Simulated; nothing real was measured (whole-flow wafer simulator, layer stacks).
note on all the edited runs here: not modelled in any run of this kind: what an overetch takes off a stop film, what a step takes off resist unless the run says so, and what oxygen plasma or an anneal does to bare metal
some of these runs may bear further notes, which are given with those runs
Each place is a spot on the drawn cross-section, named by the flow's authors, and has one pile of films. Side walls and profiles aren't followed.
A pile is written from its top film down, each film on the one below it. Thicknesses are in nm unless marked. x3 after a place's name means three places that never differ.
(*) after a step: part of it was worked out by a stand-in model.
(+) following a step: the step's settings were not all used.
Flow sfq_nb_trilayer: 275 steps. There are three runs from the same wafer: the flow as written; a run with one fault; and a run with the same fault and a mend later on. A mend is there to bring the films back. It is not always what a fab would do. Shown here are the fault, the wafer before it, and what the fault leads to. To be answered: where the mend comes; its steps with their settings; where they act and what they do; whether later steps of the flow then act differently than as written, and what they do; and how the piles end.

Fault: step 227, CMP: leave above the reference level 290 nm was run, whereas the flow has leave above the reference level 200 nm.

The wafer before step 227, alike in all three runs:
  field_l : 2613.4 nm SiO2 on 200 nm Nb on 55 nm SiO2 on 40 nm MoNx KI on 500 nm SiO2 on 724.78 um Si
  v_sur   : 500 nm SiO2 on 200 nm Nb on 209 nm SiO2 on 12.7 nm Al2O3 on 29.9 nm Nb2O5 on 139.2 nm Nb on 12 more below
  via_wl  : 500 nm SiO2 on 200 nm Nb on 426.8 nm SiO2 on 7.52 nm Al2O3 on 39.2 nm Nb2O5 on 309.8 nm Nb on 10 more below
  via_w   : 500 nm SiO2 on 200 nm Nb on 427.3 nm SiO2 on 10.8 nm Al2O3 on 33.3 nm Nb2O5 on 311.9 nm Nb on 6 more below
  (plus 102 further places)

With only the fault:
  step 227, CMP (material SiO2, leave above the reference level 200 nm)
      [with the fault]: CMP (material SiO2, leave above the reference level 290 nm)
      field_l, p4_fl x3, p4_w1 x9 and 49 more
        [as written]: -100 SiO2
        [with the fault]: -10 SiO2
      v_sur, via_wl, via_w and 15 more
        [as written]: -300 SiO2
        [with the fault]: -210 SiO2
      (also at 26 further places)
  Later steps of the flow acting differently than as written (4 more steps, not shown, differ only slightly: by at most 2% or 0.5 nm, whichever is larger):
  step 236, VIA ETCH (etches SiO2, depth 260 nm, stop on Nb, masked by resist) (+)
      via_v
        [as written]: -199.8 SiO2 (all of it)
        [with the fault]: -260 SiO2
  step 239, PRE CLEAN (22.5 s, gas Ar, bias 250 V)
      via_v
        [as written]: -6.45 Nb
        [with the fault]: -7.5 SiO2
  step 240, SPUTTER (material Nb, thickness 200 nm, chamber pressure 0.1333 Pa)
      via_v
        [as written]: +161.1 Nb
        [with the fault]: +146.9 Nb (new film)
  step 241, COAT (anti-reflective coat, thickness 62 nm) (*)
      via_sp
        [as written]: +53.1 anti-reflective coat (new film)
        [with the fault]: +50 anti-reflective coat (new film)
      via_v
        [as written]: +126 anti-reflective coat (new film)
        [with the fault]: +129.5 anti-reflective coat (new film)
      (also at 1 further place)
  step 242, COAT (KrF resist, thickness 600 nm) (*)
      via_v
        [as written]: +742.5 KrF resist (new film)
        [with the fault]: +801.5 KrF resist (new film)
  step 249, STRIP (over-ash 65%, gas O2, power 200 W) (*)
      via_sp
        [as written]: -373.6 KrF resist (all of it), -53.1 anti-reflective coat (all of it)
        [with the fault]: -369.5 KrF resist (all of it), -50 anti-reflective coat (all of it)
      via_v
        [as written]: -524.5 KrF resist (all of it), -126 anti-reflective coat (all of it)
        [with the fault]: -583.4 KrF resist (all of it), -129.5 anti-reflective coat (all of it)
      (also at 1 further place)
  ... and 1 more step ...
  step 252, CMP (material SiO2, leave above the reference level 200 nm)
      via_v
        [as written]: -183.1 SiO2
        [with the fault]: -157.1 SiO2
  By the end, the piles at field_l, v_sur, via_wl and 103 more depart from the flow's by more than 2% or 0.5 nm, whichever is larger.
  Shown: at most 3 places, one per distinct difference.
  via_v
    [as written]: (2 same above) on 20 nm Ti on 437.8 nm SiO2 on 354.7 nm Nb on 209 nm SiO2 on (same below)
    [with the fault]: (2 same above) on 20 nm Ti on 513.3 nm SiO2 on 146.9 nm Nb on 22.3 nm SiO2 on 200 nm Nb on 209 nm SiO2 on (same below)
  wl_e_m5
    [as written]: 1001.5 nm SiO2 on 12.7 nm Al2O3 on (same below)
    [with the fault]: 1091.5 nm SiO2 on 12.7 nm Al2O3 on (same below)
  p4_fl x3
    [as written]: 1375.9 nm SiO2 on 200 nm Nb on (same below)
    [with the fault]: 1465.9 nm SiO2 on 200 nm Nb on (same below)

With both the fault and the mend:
  After step 234 comes the mend.
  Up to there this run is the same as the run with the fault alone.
  step 234a, STRIP (over-ash 65%, gas O2, power 200 W) (*)
      field_l, v_sur, via_wl and 102 more
        -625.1 KrF resist (all of it), -62 anti-reflective coat (all of it)
      via_v
        -62 anti-reflective coat (all of it)
  step 234b, CMP (material SiO2, leave above the reference level 200 nm) (the flow's step 227, run once more)
      field_l, v_sur, via_wl and 103 more
        -90 SiO2
  step 234c, COAT (anti-reflective coat, thickness 62 nm) (the flow's step 229, run once more)
      field_l, v_sur, via_wl and 103 more
        +62 anti-reflective coat (new film)
  step 234d, COAT (KrF resist, thickness 650 nm) (the flow's step 230, run once more)
      field_l, v_sur, via_wl and 103 more
        +650 KrF resist (new film)
  step 234e, SOFTBAKE (KrF resist) (the flow's step 231, run once more)
      alters no film at any place that is followed
  step 234f, EXPOSE (photomask I6, dose 11.91 mJ/cm2, NA 0.6, wavelength 248 nm) (*) (the flow's step 232, run once more)
      alters no film at any place that is followed
  step 234g, PEB (KrF resist, 90 s) (the flow's step 233, run once more)
      field_l, v_sur, via_wl and 103 more
        -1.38 KrF resist
  step 234h, DEVELOP (KrF resist, thickness 650 nm, 60 s) (the flow's step 234, run once more)
      field_l, v_sur, via_wl and 102 more
        -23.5 KrF resist
      via_v
        -648.6 KrF resist (all of it)
  Every later step of the flow that is run acts as written at every place that is followed.
  At every place that both follow, the piles at the end match the flow's.
